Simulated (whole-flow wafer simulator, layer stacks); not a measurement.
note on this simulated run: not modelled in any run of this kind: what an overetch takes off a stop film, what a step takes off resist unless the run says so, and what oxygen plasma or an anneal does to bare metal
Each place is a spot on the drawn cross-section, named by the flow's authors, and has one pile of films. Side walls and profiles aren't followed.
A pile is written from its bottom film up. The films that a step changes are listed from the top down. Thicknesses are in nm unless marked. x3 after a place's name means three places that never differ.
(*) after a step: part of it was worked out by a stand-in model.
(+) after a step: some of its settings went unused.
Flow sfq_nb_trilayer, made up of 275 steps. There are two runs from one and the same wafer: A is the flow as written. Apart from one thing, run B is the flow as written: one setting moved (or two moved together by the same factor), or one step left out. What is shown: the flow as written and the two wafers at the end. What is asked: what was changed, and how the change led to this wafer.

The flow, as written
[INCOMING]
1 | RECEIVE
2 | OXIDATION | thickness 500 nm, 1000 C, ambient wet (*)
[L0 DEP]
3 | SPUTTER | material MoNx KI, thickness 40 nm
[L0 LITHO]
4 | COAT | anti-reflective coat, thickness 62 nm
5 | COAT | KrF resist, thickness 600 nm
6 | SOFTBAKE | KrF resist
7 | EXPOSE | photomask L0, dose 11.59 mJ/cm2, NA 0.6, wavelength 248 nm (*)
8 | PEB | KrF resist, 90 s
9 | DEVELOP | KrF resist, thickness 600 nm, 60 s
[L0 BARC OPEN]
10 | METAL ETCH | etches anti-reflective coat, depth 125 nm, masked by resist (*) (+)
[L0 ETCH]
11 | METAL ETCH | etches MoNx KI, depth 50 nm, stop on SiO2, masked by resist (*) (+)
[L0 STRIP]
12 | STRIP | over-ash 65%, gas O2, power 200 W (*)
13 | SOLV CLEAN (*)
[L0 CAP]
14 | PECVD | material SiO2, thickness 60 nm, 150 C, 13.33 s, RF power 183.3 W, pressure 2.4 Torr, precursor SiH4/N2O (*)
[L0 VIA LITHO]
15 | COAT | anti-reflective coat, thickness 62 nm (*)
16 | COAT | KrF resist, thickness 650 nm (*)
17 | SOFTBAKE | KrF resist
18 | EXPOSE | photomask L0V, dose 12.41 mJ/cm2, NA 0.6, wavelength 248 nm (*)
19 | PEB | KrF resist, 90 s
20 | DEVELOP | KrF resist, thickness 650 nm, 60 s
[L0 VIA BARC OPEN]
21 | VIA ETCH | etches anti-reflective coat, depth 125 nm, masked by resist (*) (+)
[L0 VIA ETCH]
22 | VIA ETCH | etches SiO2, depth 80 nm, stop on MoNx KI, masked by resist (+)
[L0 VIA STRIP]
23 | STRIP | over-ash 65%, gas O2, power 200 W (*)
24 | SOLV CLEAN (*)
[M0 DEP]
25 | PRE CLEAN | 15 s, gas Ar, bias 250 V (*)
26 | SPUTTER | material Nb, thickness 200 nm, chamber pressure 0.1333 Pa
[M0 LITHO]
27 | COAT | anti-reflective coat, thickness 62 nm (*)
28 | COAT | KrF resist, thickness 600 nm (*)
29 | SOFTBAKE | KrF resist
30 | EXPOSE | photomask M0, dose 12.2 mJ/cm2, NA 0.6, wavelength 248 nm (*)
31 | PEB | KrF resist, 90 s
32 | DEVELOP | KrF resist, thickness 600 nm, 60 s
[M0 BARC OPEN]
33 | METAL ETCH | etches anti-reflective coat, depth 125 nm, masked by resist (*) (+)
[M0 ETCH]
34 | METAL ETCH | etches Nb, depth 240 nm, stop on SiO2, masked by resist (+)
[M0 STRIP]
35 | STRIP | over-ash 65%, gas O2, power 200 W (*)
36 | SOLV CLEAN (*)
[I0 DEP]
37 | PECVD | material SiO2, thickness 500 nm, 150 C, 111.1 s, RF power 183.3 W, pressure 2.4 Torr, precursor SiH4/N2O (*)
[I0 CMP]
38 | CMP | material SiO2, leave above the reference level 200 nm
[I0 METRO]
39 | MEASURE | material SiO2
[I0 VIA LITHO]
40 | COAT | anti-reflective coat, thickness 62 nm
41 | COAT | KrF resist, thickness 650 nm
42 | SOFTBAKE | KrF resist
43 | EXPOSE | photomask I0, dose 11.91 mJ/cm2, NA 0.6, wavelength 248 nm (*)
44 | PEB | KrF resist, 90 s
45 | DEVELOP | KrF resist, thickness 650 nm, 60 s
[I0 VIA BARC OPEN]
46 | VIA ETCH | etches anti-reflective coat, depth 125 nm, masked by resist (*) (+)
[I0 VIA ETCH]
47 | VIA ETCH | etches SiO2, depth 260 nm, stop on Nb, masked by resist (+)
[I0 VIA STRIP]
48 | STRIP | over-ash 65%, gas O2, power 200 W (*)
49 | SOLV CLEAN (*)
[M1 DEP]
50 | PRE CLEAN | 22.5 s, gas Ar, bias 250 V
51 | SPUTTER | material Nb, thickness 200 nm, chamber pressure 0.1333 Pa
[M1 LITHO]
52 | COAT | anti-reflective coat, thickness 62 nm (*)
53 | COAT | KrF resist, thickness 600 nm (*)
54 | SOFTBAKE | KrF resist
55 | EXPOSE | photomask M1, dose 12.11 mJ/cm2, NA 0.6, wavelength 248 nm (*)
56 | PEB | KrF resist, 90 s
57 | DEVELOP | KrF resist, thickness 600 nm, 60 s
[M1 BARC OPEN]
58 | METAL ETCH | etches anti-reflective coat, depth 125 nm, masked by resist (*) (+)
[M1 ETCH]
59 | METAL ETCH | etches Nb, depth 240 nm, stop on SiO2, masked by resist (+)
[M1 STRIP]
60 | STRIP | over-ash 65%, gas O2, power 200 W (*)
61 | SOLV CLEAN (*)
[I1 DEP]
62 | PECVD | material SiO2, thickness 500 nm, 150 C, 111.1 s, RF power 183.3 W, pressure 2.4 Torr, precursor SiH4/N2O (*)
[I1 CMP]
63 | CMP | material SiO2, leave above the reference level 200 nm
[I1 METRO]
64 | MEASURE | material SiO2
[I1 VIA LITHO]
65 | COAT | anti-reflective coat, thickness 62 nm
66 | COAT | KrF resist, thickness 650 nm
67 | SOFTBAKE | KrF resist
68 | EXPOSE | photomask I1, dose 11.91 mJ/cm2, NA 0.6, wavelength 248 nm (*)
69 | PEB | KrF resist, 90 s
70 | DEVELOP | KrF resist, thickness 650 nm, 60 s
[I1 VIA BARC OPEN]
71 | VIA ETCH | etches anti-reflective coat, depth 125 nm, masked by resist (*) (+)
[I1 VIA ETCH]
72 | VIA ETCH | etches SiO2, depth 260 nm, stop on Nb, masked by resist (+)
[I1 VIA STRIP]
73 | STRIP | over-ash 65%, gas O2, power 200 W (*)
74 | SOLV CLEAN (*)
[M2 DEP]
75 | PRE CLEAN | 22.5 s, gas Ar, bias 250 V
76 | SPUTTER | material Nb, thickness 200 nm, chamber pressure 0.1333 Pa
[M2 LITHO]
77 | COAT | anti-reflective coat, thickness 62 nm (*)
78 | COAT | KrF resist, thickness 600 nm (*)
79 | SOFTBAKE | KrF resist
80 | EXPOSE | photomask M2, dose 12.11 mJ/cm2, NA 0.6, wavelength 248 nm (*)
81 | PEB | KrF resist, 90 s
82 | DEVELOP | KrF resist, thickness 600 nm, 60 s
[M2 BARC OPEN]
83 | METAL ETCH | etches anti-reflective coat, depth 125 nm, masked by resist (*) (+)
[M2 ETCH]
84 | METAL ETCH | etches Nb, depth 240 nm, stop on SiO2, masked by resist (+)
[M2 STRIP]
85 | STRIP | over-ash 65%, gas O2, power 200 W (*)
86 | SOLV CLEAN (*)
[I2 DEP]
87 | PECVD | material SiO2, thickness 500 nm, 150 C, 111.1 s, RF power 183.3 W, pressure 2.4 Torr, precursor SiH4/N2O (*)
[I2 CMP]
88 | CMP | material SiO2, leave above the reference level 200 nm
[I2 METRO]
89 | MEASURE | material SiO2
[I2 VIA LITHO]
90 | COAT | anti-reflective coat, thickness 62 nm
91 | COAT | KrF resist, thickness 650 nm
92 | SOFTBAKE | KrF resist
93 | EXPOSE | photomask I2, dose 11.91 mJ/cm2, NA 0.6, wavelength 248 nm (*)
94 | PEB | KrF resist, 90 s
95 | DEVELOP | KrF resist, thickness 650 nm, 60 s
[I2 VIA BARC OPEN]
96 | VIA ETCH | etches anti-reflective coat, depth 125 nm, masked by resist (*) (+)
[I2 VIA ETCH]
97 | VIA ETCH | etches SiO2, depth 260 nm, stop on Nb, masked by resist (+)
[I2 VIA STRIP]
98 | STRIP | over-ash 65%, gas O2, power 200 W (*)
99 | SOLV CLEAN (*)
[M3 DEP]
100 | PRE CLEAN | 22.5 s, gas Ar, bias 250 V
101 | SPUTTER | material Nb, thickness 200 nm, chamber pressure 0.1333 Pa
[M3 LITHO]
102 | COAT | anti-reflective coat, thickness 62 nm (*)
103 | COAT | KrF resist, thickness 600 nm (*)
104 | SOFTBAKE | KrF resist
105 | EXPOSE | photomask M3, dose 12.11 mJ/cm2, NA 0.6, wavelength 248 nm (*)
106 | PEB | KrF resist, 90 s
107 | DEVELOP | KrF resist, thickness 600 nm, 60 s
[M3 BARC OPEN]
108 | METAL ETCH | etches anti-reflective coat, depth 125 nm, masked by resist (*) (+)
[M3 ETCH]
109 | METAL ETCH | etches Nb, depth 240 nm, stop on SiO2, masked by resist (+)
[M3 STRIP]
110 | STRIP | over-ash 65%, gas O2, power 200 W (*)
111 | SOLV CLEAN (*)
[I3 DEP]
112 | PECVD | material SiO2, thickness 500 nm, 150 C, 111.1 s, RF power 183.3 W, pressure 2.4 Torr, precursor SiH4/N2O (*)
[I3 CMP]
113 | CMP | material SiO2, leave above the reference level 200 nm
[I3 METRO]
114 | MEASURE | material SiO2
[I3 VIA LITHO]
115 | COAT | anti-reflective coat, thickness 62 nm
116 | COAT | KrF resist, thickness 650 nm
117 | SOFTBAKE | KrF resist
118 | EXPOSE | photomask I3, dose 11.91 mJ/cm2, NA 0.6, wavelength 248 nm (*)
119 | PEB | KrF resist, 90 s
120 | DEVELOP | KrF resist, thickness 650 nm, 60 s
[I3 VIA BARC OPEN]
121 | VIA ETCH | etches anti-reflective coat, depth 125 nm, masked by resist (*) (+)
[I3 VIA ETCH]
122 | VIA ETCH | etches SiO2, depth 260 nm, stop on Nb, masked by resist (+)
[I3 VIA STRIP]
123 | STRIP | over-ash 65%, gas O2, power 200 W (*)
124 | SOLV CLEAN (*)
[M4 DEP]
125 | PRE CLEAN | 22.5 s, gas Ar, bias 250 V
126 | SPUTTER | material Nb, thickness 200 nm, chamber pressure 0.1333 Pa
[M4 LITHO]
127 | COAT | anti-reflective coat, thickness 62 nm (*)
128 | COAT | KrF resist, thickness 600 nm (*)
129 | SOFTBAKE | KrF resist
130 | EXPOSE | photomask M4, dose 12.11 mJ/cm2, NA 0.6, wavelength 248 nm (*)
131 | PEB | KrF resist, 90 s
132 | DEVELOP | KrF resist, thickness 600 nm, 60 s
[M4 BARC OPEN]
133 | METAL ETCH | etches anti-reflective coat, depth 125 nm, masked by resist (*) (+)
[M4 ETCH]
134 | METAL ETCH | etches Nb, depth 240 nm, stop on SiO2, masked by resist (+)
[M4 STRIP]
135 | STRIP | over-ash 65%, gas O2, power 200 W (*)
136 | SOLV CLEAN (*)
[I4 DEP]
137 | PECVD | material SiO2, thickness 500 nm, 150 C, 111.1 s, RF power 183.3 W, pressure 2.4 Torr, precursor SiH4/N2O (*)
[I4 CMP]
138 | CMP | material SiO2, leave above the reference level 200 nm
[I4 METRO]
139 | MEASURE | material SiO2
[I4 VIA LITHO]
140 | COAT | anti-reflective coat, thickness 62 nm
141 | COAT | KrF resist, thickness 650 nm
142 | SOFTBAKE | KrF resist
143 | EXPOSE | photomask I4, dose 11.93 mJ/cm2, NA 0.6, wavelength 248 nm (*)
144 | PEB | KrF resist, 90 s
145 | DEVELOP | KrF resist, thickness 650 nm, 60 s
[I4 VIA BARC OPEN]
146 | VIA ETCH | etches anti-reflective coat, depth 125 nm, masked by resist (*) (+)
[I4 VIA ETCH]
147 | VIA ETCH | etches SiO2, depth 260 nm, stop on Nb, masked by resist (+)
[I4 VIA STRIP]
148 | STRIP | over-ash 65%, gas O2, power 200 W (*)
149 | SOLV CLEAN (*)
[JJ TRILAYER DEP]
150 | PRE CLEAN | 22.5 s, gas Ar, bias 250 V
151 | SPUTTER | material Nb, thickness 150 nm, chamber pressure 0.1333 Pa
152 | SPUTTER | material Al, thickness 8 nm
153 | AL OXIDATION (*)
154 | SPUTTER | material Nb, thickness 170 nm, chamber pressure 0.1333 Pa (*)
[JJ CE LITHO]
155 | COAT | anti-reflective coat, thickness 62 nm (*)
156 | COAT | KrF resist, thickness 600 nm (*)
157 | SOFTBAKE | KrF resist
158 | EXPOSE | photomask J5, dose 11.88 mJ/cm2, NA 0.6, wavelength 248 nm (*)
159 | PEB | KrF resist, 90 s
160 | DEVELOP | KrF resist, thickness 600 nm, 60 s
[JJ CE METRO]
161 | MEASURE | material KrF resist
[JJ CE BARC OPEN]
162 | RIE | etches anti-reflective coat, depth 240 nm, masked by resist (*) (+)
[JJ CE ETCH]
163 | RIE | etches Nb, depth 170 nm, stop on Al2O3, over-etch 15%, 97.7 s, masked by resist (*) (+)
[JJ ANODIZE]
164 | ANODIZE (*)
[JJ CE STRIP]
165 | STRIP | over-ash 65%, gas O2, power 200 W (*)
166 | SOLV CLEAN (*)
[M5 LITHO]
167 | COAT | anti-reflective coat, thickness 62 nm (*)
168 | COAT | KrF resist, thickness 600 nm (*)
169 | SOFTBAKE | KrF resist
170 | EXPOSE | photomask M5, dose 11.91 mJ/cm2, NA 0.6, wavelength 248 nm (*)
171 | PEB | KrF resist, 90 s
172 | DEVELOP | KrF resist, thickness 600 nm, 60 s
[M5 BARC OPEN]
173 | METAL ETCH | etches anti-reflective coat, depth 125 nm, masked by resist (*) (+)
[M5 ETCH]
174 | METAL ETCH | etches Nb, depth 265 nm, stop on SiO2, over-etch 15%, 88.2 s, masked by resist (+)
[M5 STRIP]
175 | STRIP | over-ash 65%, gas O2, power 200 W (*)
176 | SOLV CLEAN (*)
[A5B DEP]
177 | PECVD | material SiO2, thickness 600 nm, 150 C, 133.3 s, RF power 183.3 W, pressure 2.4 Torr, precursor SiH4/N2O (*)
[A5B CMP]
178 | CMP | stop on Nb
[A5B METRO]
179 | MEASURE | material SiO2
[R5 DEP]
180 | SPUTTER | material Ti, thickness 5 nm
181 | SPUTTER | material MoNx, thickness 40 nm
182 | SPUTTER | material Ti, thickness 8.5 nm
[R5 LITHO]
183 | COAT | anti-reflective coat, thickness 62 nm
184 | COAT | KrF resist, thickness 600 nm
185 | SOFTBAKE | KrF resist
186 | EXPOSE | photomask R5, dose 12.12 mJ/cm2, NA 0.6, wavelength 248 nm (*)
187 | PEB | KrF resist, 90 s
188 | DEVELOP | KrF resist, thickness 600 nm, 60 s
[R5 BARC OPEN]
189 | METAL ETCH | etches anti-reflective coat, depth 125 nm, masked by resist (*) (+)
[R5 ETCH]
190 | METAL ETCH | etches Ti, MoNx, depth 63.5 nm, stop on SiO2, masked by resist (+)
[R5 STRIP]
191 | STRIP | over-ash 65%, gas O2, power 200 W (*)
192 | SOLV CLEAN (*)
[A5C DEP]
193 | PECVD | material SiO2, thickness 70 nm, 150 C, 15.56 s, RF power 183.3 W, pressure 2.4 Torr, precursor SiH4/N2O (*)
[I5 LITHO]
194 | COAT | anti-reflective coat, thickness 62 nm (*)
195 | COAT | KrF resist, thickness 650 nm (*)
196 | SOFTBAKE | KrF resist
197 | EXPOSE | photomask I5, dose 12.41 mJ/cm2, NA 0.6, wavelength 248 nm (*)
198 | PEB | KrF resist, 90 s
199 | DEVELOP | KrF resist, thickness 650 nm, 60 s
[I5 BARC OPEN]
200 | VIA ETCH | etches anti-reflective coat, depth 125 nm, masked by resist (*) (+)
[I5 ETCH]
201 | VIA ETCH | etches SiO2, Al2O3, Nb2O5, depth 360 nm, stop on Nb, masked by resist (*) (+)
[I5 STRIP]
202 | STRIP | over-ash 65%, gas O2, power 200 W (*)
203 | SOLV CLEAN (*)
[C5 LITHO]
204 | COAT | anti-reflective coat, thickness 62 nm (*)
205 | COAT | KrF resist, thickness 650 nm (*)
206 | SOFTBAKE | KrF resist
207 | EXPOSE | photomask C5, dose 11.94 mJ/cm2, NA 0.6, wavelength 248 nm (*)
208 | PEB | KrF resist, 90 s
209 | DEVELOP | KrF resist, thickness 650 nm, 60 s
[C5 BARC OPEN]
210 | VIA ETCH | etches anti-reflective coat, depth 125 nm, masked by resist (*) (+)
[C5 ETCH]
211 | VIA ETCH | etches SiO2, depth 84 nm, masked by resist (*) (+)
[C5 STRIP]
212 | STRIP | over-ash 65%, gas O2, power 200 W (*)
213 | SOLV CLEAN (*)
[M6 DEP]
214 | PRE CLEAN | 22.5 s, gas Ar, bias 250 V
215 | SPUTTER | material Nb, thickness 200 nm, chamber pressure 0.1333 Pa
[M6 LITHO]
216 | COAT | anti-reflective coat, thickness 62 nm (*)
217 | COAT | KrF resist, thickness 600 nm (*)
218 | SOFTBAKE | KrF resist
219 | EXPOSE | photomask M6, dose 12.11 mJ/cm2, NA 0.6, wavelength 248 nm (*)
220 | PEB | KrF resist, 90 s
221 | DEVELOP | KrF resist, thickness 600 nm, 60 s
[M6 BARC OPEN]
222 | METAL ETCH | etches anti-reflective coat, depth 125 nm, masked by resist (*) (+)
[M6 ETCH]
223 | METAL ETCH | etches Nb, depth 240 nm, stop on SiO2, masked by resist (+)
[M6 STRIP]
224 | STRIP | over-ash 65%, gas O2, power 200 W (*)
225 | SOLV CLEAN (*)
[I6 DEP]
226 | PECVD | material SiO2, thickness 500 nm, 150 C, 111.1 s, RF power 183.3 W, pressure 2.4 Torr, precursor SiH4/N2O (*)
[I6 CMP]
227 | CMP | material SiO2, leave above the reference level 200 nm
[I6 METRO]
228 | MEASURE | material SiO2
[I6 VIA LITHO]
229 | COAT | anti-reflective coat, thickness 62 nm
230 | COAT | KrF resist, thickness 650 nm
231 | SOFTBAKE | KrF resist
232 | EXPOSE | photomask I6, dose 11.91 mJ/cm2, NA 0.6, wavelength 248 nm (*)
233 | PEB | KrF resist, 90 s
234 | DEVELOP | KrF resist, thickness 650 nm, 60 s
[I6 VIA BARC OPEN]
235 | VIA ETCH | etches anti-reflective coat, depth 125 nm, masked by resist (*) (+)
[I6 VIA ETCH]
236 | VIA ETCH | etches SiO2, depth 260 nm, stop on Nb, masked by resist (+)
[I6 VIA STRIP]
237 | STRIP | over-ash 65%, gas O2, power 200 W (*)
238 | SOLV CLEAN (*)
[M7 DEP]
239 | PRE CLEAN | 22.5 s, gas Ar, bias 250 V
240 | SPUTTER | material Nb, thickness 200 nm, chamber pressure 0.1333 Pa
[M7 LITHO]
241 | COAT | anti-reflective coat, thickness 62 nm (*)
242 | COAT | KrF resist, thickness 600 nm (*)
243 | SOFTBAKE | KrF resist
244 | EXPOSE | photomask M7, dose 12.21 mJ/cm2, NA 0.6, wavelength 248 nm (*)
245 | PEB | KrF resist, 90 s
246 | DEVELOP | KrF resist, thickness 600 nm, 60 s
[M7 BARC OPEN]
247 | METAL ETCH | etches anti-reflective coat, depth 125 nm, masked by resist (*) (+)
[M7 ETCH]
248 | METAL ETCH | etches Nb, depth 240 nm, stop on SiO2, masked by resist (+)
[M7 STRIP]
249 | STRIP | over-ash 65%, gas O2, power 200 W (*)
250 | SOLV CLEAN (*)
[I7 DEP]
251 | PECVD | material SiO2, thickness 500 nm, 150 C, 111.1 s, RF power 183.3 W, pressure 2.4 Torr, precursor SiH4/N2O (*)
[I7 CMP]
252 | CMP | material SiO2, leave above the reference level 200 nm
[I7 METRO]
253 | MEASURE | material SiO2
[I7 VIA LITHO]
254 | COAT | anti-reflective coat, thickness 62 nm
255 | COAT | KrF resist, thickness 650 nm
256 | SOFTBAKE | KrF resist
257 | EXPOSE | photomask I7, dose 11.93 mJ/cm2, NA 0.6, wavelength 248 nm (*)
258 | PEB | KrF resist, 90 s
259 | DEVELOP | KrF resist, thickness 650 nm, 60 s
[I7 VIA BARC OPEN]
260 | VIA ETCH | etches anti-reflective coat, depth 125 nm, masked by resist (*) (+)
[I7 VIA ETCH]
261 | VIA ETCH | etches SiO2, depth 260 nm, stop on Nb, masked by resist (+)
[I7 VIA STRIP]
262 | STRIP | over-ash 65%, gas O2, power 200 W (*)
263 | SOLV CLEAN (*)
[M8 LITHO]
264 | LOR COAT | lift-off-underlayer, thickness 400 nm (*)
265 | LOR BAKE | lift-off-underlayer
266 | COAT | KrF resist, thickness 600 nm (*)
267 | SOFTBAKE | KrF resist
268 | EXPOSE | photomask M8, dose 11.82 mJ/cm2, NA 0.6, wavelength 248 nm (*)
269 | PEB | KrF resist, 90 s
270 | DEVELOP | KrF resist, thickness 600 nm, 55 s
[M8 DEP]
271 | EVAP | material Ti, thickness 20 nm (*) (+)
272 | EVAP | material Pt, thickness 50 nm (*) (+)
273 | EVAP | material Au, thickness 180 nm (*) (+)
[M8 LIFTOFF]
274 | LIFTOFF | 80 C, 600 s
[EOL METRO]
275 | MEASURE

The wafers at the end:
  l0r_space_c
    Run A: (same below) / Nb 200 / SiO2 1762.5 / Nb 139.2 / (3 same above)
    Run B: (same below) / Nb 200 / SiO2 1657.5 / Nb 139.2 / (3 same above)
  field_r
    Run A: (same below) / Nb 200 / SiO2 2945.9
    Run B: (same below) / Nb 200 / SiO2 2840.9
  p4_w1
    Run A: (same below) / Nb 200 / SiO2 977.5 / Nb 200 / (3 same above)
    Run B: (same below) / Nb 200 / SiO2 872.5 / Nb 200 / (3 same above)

The reason: step 88, CMP: leave above the reference level 95 nm was run, while the flow as written has leave above the reference level 200 nm.

Step by step, how the change led to this:
  88 | CMP | material SiO2, leave above the reference level 200 nm
      field_l, be, be_sur and 81 more: A SiO2 loses 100 | B SiO2 loses 205
      v_sur, via_wl, via_w and 18 more: A SiO2 loses 300 | B SiO2 loses 405
      (also at 1 further place)
  97 | VIA ETCH | etches SiO2, depth 260 nm, stop on Nb, masked by resist (+)
      field_l, v_sur, via_wl and 102 more: A KrF resist loses 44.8 | B KrF resist loses 24.5
      via_w: A SiO2 loses 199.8 (all of it) | B SiO2 loses 94.8 (all of it)
  98 | STRIP | over-ash 65%, gas O2, power 200 W (*)
      field_l, v_sur, via_wl and 102 more: A KrF resist loses 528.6 (all of it), anti-reflective coat loses 62 (all of it) | B KrF resist loses 548.9 (all of it), anti-reflective coat loses 62 (all of it)
  101 | SPUTTER | material Nb, thickness 200 nm, chamber pressure 0.1333 Pa
      via_w: A Nb gains 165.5 | B Nb gains 189
  102 | COAT | anti-reflective coat, thickness 62 nm (*)
      via_wl, via_wr: A anti-reflective coat gains 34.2 (new film) | B anti-reflective coat gains 35.9 (new film)
      v_sur: A anti-reflective coat gains 61.1 (new film) | B anti-reflective coat gains 57.4 (new film)
      (also at 2 further places)
  103 | COAT | KrF resist, thickness 600 nm (*)
      v_sur: A KrF resist gains 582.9 (new film) | B KrF resist gains 595 (new film)
      via_w: A KrF resist gains 737.9 (new film) | B KrF resist gains 648.4 (new film)
  110 | STRIP | over-ash 65%, gas O2, power 200 W (*)
      v_sur: A KrF resist loses 365.3 (all of it), anti-reflective coat loses 61.1 (all of it) | B KrF resist loses 377.4 (all of it), anti-reflective coat loses 57.4 (all of it)
      via_wl: A KrF resist loses 384.2 (all of it), anti-reflective coat loses 34.2 (all of it) | B KrF resist loses 395.3 (all of it), anti-reflective coat loses 35.9 (all of it)
      (also at 3 further places)
  112 | PECVD | material SiO2, thickness 500 nm, 150 C, 111.1 s, RF power 183.3 W, pressure 2.4 Torr, precursor SiH4/N2O (*)
      via_w: A SiO2 gains 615 (new film) | B SiO2 gains 500 (new film)
  113 | CMP | material SiO2, leave above the reference level 200 nm
      via_w: A SiO2 loses 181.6 | B SiO2 loses 195.1
